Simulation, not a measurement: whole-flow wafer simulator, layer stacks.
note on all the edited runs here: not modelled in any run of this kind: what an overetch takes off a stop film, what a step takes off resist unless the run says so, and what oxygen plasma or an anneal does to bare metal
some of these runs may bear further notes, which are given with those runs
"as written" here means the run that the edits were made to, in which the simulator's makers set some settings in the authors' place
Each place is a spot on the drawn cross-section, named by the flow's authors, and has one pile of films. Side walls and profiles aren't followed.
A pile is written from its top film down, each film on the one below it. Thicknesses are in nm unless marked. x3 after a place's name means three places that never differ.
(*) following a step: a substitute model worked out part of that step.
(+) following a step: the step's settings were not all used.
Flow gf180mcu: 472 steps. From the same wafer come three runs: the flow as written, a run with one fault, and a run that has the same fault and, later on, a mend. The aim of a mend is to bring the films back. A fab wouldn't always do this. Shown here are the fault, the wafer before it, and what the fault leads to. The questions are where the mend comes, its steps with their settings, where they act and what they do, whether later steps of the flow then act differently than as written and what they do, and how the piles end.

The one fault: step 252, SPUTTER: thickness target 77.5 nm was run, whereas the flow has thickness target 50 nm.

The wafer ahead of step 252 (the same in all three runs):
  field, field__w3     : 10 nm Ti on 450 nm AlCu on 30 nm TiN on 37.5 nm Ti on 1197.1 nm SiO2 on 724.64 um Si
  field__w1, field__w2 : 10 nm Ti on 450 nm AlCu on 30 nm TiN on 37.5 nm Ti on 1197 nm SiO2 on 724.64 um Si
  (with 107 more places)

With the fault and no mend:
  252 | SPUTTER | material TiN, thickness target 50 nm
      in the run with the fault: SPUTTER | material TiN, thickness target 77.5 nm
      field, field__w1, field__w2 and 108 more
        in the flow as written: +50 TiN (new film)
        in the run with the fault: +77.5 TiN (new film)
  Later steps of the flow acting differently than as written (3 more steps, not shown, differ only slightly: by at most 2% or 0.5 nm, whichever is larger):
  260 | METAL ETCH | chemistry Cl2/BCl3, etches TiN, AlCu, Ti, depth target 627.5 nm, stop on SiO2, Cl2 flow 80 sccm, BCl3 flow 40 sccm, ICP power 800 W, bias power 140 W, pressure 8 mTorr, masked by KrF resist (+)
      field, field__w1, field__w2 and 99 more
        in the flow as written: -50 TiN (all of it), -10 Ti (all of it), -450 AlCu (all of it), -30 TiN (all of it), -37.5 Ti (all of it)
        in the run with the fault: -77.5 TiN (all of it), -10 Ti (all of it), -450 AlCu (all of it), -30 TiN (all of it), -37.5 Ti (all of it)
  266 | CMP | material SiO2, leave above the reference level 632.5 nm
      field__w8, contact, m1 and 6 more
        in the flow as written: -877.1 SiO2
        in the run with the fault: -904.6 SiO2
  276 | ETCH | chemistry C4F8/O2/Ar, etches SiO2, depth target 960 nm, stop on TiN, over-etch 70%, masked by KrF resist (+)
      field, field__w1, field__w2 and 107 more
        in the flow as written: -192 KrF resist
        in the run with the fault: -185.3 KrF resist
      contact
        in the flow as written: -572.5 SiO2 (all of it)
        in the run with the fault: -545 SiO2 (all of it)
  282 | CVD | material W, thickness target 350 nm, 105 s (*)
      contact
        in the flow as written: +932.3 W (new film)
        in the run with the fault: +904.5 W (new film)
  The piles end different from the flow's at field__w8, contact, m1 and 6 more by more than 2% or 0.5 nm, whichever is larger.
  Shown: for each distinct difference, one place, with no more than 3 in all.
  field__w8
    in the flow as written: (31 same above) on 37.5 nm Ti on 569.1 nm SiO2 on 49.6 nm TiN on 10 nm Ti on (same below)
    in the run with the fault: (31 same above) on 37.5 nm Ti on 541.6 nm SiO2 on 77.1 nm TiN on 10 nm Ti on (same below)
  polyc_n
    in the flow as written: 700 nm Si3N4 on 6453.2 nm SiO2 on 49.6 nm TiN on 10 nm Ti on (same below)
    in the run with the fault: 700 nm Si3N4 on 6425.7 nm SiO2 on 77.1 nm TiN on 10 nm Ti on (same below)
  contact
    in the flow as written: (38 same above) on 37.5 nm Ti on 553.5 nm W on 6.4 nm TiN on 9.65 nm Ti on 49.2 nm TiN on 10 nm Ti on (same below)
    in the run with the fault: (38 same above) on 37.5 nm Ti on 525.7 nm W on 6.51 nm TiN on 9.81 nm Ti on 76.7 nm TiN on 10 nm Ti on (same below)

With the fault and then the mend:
  After step 252 comes the mend.
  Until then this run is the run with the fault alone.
  252a | METAL ETCH | chemistry Cl2/BCl3, etches TiN, AlCu, Ti, depth target 27.5 nm, Cl2 flow 80 sccm, BCl3 flow 40 sccm, ICP power 800 W, bias power 140 W, pressure 8 mTorr
      field, field__w1, field__w2 and 108 more
        -27.5 TiN
  None of the later steps of the flow acts differently than as written at any place that is followed.
  By the end, the piles equal the flow's at every place that both follow.
